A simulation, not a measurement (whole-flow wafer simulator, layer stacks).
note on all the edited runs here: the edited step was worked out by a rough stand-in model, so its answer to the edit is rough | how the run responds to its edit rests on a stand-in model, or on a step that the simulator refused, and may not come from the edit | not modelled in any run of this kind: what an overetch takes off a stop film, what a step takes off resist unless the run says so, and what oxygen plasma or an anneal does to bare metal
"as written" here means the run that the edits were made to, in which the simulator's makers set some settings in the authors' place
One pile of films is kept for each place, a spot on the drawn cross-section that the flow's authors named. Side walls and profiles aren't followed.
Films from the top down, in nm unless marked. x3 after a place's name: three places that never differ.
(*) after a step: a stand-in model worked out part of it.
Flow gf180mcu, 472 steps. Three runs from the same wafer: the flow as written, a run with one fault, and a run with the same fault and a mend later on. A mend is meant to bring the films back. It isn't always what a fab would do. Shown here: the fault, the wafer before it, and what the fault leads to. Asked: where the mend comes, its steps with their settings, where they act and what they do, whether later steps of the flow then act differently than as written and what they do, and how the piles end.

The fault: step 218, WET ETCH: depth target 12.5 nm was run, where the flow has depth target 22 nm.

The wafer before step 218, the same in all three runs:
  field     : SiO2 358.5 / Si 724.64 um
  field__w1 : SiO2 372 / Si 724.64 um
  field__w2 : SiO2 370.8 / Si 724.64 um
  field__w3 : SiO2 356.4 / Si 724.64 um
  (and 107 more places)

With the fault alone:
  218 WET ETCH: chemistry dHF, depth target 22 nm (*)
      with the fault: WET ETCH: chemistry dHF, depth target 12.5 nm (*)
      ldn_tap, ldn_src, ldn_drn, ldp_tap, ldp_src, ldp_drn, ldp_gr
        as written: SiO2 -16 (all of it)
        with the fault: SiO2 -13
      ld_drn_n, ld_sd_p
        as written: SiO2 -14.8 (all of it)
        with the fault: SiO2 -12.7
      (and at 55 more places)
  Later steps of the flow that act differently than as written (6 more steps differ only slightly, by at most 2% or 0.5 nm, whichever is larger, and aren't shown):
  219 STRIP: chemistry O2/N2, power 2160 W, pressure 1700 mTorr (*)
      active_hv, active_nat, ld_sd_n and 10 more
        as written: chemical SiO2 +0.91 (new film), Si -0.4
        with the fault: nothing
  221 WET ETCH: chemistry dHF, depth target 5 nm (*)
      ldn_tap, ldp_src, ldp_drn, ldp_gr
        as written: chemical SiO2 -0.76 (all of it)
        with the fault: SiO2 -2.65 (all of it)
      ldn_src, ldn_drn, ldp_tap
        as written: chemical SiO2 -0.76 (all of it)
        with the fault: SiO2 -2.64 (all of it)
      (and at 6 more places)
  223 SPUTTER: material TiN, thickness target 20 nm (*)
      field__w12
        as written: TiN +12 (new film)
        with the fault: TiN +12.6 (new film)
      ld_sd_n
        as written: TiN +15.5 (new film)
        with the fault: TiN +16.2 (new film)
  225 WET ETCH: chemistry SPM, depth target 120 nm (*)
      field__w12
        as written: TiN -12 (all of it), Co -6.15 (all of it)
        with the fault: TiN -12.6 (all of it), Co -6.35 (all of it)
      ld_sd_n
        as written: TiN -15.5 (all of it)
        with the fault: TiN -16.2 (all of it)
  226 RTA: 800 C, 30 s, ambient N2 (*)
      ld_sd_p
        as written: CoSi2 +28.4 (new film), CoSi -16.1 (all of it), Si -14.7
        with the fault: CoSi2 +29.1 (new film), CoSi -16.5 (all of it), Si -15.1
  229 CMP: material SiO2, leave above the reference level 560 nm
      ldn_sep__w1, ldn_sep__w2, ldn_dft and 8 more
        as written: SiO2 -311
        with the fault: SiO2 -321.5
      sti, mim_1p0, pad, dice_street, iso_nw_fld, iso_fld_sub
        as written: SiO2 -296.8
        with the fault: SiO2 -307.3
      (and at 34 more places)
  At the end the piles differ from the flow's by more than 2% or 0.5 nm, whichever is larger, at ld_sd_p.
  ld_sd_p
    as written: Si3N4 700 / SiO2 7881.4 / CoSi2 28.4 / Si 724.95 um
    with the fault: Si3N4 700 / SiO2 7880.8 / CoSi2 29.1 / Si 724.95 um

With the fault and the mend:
  The mend comes after step 218.
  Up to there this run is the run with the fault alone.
  218a WET ETCH: chemistry dHF, depth target 9.5 nm (*) (the flow's step 218 once more, with other settings)
      field, field__w1, field__w2 and 47 more
        SiO2 -9.5
      ldn_tap, ldp_src, ldp_drn, ldp_gr
        SiO2 -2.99 (all of it)
      ldn_src, ldn_drn, ldp_tap
        SiO2 -2.98 (all of it)
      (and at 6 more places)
  No later step of the flow acts differently than as written, at any place that is followed, by more than 2% or 0.5 nm, whichever is larger.
  At the end the piles differ from the flow's only slightly at the places that both follow, by at most 2% or 0.5 nm, whichever is larger.
